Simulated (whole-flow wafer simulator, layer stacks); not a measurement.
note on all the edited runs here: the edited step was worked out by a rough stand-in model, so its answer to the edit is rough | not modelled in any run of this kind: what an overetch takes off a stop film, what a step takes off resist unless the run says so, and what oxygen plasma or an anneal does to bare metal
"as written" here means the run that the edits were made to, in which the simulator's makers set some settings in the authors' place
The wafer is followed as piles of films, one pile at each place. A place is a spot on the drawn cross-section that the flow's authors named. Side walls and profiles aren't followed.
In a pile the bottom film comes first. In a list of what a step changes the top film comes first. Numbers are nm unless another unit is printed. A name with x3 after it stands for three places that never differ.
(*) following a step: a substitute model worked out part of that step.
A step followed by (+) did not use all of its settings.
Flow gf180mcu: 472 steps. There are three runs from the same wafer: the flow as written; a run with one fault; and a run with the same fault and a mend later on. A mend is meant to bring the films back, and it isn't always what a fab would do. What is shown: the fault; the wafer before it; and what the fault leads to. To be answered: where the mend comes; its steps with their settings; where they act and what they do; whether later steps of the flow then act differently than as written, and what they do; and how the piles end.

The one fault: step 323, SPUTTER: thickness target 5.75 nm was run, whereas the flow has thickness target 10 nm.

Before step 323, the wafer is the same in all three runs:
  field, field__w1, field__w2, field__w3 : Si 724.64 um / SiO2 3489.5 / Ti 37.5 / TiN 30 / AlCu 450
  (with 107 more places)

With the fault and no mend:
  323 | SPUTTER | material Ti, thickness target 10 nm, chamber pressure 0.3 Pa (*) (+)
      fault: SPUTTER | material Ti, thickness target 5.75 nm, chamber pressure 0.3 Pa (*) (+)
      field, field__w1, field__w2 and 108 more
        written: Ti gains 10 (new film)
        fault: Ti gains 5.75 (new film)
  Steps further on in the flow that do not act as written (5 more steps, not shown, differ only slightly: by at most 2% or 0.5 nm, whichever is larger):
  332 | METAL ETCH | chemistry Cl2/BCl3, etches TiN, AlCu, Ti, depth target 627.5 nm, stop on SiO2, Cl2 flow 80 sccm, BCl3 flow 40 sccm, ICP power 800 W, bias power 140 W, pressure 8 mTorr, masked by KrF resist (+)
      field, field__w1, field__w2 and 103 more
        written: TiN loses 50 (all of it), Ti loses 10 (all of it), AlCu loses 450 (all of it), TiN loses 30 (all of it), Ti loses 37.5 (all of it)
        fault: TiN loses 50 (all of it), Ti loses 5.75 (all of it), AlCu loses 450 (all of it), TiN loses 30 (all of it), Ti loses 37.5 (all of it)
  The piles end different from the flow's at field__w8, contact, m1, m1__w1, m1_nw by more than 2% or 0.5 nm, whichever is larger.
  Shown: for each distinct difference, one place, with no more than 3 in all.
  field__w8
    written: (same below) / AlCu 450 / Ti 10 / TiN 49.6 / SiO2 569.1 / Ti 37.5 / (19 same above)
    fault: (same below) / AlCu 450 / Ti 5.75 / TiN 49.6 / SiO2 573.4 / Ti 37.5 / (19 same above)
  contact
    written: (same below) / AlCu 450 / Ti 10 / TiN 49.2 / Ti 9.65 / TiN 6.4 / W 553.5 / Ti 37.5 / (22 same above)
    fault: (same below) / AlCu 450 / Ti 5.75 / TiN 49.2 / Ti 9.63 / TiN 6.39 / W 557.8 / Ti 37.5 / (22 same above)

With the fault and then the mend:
  The mend follows step 323.
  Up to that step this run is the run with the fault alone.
  323a | SPUTTER | material Ti, thickness target 4.25 nm, chamber pressure 0.3 Pa (*) (+) (the flow's step 323, run once more with other settings)
      field, field__w1, field__w2 and 108 more
        Ti gains 4.25
  None of the later steps of the flow acts differently than as written at any place that is followed.
  The piles end the same as the flow's at every place that both follow.
